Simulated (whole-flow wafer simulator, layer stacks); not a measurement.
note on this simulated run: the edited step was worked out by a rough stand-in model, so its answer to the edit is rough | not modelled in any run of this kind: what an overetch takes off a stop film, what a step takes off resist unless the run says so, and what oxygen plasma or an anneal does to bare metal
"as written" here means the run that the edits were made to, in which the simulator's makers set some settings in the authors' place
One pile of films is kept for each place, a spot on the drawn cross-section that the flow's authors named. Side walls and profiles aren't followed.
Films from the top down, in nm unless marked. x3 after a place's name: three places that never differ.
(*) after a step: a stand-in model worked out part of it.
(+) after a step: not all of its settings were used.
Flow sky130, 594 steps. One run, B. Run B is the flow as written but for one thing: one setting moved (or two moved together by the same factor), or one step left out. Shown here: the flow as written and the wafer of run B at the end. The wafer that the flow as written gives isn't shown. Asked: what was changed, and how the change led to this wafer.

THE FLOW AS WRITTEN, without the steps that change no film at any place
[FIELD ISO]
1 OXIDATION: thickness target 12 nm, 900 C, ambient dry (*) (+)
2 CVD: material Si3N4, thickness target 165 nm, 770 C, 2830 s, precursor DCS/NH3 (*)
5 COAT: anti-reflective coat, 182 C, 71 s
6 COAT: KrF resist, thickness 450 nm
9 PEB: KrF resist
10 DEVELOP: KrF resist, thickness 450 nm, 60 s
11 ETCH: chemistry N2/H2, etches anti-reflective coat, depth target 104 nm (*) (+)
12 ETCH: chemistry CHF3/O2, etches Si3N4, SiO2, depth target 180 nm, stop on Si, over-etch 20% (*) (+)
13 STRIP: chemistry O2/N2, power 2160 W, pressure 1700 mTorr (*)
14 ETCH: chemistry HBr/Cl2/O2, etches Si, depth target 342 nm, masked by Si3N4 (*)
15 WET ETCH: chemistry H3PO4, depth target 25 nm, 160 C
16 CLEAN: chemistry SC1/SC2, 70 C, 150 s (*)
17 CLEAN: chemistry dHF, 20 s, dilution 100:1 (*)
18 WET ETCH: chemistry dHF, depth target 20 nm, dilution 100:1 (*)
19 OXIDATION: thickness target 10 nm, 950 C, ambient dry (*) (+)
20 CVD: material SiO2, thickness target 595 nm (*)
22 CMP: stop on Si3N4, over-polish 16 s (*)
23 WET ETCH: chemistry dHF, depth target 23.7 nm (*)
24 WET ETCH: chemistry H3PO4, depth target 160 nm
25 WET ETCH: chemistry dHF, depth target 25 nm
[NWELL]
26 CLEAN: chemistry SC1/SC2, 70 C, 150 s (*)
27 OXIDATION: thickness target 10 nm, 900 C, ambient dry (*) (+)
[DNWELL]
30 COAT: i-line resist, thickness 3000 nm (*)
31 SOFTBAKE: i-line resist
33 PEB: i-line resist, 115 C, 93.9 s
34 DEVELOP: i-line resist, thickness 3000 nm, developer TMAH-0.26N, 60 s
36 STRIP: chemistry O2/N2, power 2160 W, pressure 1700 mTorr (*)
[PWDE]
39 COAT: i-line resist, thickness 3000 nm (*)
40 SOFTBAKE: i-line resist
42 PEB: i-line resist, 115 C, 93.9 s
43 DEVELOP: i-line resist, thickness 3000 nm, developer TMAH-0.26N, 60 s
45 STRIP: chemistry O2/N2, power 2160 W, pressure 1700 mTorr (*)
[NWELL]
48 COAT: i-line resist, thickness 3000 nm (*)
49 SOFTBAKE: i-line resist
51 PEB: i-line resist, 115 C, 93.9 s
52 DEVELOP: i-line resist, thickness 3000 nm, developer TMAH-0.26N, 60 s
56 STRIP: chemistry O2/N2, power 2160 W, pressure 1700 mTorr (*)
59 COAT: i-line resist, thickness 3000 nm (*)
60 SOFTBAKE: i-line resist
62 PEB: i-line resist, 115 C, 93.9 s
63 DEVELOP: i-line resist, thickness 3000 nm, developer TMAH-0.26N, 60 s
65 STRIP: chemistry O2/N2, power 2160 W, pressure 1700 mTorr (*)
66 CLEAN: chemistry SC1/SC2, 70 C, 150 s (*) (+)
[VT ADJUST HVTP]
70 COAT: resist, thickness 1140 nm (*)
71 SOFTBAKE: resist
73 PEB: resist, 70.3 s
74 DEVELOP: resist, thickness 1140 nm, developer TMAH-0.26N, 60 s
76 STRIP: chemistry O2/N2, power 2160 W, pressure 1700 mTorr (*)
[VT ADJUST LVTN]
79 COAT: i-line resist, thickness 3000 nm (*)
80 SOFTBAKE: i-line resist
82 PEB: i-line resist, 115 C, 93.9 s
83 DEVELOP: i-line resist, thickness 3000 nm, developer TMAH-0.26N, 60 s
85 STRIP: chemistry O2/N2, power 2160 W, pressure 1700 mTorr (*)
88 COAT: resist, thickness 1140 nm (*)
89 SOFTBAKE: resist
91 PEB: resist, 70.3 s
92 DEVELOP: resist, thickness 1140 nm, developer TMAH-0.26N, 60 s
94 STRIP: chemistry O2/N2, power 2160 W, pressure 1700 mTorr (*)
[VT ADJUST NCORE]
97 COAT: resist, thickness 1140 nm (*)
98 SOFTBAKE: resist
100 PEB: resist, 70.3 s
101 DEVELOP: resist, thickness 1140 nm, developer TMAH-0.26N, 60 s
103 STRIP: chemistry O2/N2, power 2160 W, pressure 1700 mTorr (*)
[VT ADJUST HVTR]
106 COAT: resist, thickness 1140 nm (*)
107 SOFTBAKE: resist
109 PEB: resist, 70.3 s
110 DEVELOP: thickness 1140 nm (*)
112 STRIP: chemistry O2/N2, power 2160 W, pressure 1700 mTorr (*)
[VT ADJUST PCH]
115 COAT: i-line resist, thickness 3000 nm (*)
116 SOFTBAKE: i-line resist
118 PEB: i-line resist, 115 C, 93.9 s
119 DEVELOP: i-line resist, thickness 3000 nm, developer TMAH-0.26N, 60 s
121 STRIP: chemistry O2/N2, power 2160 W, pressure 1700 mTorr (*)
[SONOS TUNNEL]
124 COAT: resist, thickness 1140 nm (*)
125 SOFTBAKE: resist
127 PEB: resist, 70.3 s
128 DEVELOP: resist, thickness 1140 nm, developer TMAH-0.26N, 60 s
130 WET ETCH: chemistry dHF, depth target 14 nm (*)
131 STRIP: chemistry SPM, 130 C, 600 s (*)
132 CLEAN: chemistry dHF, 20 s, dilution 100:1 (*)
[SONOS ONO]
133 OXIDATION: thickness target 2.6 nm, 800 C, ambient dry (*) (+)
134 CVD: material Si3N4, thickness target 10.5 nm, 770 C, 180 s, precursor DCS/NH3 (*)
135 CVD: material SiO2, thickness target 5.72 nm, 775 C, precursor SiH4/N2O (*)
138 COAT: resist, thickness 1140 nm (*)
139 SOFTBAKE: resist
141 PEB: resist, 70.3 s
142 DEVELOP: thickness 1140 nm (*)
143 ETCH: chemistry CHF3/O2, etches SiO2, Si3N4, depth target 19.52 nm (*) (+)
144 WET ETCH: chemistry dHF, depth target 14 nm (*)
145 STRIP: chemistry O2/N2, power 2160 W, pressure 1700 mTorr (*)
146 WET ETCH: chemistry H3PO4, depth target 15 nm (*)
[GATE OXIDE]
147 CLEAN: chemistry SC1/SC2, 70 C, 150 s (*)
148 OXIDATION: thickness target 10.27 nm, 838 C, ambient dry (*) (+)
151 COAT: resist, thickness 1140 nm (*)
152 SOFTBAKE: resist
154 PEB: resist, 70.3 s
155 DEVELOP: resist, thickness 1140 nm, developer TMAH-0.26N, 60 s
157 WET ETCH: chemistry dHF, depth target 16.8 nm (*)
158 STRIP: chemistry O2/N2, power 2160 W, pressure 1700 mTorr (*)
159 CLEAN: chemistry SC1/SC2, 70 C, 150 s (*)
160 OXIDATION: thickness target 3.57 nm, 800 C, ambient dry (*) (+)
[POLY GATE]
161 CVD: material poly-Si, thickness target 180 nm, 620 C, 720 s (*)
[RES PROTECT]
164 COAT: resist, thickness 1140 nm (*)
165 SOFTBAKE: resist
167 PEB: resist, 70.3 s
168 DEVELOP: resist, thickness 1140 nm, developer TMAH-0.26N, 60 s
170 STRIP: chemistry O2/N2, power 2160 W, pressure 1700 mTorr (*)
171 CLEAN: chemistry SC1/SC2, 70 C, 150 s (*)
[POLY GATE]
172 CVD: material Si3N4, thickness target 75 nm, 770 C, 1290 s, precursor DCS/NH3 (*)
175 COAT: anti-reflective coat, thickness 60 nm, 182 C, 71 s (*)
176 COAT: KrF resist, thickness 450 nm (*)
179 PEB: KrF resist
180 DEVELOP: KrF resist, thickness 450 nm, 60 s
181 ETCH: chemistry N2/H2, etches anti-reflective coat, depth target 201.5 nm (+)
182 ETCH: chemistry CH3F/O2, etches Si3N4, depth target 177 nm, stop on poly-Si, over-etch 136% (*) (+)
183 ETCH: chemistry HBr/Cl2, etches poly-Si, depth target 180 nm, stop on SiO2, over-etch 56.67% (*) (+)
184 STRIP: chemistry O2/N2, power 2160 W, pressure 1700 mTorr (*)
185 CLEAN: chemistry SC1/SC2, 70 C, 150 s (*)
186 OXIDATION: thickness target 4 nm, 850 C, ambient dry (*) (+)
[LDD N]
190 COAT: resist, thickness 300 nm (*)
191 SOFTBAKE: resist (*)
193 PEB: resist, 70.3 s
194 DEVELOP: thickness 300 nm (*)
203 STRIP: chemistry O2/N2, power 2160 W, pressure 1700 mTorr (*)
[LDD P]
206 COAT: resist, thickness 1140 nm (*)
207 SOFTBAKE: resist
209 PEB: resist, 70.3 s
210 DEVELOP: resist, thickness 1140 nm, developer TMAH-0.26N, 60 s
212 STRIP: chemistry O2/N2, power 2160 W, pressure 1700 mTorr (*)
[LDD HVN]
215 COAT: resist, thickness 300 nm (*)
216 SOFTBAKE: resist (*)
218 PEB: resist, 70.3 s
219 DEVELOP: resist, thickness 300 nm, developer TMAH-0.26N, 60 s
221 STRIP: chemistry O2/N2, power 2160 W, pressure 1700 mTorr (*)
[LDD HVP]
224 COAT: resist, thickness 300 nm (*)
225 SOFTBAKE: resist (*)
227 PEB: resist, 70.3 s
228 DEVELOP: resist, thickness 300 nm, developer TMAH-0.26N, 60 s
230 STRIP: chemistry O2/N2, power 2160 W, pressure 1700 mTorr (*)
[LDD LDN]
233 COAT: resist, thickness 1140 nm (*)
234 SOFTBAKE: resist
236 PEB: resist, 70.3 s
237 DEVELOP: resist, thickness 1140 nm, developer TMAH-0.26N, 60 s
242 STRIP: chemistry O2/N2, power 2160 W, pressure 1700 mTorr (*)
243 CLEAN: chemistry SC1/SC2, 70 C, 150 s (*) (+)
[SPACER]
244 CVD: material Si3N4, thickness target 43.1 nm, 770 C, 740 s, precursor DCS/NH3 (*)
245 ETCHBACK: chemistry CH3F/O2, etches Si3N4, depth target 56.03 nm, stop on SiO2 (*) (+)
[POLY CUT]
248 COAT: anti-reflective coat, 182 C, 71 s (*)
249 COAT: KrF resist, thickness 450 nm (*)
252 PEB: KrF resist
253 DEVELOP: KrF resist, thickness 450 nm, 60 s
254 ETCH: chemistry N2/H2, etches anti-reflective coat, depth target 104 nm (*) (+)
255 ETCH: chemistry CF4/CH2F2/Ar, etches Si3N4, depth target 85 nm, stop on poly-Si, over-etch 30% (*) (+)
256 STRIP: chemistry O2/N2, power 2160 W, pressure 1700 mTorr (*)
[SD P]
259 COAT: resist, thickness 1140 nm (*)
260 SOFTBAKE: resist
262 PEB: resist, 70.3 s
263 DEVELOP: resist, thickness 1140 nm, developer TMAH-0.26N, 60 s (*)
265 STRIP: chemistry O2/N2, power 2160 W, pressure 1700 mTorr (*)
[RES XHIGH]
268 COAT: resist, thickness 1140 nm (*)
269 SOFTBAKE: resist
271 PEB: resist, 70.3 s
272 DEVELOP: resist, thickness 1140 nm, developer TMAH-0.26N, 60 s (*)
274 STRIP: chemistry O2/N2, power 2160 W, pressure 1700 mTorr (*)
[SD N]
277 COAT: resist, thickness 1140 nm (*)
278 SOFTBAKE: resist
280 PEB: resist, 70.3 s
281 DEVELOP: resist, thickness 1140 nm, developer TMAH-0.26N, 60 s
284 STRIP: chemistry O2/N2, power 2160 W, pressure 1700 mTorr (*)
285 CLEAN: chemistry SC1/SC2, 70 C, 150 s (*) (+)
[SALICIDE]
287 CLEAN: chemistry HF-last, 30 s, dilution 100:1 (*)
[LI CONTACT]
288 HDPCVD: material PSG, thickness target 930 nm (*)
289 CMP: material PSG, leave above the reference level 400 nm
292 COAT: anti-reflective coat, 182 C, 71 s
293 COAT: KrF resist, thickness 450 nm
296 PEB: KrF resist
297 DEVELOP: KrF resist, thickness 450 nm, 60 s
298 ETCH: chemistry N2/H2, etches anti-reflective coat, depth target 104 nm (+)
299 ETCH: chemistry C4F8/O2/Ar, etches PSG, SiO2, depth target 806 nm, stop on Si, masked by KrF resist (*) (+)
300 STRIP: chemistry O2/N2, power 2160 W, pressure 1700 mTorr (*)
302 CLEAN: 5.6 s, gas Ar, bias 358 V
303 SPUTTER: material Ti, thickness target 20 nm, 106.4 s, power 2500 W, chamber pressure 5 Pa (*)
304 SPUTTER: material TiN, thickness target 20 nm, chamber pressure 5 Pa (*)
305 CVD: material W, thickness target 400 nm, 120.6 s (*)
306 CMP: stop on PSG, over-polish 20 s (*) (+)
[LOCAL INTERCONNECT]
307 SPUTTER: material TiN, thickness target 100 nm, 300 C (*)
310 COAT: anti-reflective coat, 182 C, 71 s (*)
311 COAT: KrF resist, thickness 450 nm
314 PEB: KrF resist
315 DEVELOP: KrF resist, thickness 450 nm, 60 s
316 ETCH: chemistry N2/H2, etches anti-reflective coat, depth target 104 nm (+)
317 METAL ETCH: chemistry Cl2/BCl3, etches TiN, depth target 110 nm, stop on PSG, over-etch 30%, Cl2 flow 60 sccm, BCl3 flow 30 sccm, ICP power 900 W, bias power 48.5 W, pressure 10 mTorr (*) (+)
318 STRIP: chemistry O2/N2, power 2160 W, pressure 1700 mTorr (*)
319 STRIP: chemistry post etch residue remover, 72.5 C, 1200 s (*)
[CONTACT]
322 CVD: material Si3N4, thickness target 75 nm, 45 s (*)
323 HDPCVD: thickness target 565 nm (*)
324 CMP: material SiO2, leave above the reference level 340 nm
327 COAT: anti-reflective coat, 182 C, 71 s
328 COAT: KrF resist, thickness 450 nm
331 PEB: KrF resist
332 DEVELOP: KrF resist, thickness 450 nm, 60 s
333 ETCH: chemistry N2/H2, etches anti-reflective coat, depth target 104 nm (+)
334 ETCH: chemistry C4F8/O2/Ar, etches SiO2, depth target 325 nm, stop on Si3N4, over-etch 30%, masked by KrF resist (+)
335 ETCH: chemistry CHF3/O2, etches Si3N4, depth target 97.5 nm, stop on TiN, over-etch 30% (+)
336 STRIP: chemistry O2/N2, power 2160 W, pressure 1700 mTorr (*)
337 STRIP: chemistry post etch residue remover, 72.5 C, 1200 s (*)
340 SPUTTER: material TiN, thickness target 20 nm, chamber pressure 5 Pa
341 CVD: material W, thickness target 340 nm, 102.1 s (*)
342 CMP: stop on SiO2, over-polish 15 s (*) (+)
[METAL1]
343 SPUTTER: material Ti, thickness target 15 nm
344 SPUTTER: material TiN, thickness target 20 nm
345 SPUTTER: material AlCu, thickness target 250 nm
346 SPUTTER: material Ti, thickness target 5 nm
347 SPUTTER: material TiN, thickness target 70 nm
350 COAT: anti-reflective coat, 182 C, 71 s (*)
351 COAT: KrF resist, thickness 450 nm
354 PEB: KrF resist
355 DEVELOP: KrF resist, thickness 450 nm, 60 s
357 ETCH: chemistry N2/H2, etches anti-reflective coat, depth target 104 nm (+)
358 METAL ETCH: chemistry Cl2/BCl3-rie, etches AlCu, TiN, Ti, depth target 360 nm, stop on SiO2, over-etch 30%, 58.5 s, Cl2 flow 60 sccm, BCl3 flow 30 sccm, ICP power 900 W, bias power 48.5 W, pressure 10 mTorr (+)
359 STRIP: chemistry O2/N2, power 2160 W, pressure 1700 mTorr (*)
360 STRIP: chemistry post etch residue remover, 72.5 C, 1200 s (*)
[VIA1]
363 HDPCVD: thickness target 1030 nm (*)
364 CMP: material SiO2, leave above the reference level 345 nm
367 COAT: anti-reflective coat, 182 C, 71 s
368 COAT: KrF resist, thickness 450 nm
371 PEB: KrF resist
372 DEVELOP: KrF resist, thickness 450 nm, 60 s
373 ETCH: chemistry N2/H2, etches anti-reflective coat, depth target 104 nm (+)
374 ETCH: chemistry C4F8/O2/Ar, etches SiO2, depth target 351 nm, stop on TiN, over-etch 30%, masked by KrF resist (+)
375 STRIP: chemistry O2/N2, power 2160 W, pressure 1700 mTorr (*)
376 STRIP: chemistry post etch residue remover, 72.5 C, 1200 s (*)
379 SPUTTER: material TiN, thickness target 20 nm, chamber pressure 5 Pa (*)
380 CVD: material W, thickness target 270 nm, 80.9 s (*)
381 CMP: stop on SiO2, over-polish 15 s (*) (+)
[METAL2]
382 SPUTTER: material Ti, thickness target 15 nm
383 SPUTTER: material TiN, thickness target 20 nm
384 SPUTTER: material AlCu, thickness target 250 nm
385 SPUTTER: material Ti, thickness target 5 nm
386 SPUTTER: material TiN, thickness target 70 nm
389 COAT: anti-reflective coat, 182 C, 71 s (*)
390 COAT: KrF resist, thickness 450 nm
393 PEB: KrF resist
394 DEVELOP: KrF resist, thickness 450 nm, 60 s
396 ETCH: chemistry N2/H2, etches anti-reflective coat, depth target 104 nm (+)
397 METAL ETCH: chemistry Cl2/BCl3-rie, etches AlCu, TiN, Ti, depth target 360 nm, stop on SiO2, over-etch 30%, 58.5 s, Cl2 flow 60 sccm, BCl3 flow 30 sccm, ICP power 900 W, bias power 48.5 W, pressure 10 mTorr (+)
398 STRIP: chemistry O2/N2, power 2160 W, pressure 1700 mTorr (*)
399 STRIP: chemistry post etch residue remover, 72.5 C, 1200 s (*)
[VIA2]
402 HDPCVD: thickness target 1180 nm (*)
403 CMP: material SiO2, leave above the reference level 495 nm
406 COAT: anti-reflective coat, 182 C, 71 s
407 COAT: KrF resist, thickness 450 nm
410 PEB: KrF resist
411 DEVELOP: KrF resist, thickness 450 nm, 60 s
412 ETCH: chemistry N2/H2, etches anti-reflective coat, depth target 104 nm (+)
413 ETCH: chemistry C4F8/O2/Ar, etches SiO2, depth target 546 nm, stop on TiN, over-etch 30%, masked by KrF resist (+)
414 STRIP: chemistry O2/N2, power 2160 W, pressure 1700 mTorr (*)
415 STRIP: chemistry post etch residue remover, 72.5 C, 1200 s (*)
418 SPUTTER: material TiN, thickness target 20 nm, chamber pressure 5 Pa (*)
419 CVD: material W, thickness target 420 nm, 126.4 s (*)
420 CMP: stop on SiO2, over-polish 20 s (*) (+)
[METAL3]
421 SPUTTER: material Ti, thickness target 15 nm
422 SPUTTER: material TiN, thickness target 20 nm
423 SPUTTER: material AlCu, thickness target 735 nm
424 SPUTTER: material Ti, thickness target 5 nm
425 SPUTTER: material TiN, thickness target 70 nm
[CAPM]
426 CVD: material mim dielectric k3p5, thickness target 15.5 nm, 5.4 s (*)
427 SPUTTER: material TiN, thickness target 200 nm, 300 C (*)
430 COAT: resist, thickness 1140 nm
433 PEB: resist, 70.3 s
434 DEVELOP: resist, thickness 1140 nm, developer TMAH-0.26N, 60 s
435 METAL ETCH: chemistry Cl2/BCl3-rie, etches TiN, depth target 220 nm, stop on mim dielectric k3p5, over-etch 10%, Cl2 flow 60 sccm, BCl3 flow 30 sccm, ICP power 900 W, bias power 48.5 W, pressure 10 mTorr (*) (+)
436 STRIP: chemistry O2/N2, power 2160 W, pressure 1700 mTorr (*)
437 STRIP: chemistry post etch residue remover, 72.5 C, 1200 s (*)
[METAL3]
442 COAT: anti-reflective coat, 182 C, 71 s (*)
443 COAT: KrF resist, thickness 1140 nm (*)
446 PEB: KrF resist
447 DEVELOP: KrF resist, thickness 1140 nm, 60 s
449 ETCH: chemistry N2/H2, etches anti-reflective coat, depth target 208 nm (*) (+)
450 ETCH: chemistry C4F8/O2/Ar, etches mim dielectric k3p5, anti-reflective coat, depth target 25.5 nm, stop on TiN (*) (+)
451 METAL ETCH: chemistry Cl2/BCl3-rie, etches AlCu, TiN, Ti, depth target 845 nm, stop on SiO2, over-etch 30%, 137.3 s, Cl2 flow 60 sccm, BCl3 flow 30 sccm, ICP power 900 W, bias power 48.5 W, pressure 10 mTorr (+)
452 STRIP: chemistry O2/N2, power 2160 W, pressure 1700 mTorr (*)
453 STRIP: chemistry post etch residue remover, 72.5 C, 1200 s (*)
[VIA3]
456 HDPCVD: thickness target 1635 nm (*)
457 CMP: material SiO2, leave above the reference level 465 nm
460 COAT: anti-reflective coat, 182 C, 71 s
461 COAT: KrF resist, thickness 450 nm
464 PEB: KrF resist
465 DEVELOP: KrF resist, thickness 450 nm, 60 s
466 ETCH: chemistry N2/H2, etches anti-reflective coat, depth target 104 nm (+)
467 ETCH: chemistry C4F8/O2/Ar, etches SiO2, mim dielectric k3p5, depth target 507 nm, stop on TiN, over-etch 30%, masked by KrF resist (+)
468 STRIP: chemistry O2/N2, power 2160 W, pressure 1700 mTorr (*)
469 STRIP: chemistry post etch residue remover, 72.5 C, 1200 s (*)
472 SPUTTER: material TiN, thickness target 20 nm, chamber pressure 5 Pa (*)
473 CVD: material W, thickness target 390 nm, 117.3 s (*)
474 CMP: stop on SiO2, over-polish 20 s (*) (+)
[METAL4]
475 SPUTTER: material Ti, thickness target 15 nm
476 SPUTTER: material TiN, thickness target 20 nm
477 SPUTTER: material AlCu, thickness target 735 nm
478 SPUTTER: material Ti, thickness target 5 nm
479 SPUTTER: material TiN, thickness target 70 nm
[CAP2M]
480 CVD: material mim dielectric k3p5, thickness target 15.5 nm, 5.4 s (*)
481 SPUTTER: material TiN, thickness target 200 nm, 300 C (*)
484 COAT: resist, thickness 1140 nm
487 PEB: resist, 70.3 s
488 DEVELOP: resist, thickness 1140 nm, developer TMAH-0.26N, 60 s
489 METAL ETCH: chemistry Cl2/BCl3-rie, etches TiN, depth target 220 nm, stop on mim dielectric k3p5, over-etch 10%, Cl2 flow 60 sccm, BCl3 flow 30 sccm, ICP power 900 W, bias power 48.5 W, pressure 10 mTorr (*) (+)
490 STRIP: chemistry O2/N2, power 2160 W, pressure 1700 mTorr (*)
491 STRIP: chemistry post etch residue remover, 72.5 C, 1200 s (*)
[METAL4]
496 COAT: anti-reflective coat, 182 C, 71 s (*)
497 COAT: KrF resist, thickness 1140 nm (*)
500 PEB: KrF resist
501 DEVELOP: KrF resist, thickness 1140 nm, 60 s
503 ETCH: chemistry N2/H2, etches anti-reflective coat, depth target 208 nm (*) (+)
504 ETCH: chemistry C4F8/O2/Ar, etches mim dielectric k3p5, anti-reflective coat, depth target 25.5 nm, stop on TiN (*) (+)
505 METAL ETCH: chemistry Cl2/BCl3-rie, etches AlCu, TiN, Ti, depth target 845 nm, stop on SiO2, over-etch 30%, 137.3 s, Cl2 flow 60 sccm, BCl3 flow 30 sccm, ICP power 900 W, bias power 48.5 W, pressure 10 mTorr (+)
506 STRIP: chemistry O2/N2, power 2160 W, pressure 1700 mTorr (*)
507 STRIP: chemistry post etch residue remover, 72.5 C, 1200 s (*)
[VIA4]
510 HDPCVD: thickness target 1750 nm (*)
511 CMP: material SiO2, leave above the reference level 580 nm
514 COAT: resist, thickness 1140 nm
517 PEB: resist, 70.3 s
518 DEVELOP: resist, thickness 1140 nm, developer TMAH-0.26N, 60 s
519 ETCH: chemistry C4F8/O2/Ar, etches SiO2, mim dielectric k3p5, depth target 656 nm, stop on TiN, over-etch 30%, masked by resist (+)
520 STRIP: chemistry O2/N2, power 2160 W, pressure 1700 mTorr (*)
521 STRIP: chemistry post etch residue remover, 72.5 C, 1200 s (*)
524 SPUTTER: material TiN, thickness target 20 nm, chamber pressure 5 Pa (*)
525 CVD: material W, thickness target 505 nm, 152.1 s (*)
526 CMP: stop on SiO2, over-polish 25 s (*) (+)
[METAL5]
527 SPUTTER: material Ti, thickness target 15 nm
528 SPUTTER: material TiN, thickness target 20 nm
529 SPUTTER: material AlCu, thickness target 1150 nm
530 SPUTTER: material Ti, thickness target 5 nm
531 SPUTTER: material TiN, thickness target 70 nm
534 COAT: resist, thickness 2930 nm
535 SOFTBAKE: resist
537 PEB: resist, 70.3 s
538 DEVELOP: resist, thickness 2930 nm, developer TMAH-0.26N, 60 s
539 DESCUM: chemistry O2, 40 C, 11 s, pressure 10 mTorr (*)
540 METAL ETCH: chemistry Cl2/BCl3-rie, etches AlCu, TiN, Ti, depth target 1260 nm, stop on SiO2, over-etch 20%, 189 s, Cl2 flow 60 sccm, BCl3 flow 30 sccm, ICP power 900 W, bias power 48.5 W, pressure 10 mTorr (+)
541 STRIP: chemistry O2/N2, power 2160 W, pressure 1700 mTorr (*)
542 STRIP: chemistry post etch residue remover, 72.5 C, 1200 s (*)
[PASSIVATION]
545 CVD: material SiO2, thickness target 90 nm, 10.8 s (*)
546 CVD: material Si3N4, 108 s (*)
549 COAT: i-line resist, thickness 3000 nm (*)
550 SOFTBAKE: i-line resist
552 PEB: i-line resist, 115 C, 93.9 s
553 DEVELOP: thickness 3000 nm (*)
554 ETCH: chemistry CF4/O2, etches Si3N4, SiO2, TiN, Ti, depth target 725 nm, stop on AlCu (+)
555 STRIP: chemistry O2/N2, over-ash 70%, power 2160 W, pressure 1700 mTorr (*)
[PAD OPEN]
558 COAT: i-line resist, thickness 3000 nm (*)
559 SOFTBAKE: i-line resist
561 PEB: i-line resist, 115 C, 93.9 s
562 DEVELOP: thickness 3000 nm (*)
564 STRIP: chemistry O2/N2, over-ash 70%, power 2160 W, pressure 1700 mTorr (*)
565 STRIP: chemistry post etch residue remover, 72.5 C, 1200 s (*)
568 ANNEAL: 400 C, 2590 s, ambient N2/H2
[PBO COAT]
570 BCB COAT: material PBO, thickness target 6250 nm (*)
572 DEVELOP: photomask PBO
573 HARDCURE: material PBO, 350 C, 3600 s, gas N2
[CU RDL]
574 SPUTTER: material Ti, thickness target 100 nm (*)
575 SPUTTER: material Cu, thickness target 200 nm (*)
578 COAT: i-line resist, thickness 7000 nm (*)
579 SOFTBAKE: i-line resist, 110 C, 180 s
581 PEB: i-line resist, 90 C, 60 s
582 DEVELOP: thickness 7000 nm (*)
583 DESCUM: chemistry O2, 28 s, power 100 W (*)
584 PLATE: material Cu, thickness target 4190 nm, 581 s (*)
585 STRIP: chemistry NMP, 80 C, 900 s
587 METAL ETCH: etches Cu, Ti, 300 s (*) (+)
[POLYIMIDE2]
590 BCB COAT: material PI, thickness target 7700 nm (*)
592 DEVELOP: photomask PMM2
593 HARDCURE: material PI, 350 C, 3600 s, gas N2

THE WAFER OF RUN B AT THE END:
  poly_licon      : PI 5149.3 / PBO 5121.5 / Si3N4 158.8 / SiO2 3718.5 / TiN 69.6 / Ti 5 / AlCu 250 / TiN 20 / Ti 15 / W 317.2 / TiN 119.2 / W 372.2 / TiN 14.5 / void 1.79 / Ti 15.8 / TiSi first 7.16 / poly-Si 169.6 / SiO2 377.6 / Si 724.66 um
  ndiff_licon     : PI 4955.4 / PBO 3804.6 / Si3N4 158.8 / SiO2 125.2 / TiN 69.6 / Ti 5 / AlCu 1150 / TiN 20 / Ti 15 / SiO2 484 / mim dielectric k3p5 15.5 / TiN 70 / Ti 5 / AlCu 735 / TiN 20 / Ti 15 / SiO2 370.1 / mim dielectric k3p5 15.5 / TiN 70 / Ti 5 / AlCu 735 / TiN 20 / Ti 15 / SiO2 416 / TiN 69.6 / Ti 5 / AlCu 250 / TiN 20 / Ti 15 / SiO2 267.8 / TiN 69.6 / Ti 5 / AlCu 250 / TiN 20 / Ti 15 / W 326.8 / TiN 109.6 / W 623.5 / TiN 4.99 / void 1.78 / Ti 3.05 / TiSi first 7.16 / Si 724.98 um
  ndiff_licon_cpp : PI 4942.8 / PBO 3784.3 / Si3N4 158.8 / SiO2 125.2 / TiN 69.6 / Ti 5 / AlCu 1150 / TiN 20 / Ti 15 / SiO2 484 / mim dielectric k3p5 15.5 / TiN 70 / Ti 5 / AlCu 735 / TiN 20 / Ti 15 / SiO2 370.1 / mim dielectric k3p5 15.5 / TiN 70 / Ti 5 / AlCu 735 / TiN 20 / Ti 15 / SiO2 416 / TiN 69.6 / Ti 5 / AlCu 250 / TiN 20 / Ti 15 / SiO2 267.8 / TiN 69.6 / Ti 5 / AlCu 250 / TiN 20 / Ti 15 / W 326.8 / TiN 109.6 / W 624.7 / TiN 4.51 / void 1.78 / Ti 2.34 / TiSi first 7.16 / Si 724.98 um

The cause: step 304, SPUTTER: thickness target 14.5 nm was run, where the flow has thickness target 20 nm.
It can be read off the wafer: poly_licon has TiN 14.5, and step 304 as written asks for 20 nm.

How the change led to this, step by step:
  304 SPUTTER: material TiN, thickness target 20 nm, chamber pressure 5 Pa (*)
      field, active, n_well and 185 more: TiN +14.5 (new film) (as written it would be: TiN +20 (new film))
      ndiff_licon: TiN +4.99 (new film) (as written it would be: TiN +6.83 (new film))
      (and at 2 more places)
  306 CMP: stop on PSG, over-polish 20 s (*) (+)
      field, active, n_well and 184 more: W -400 (all of it), TiN -14.5 (all of it), Ti -20 (all of it), PSG -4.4 (as written it would be: W -400 (all of it), TiN -20 (all of it), Ti -20 (all of it), PSG -4.4)
      poly_licon: W -27.8 (as written it would be: W -33.3)
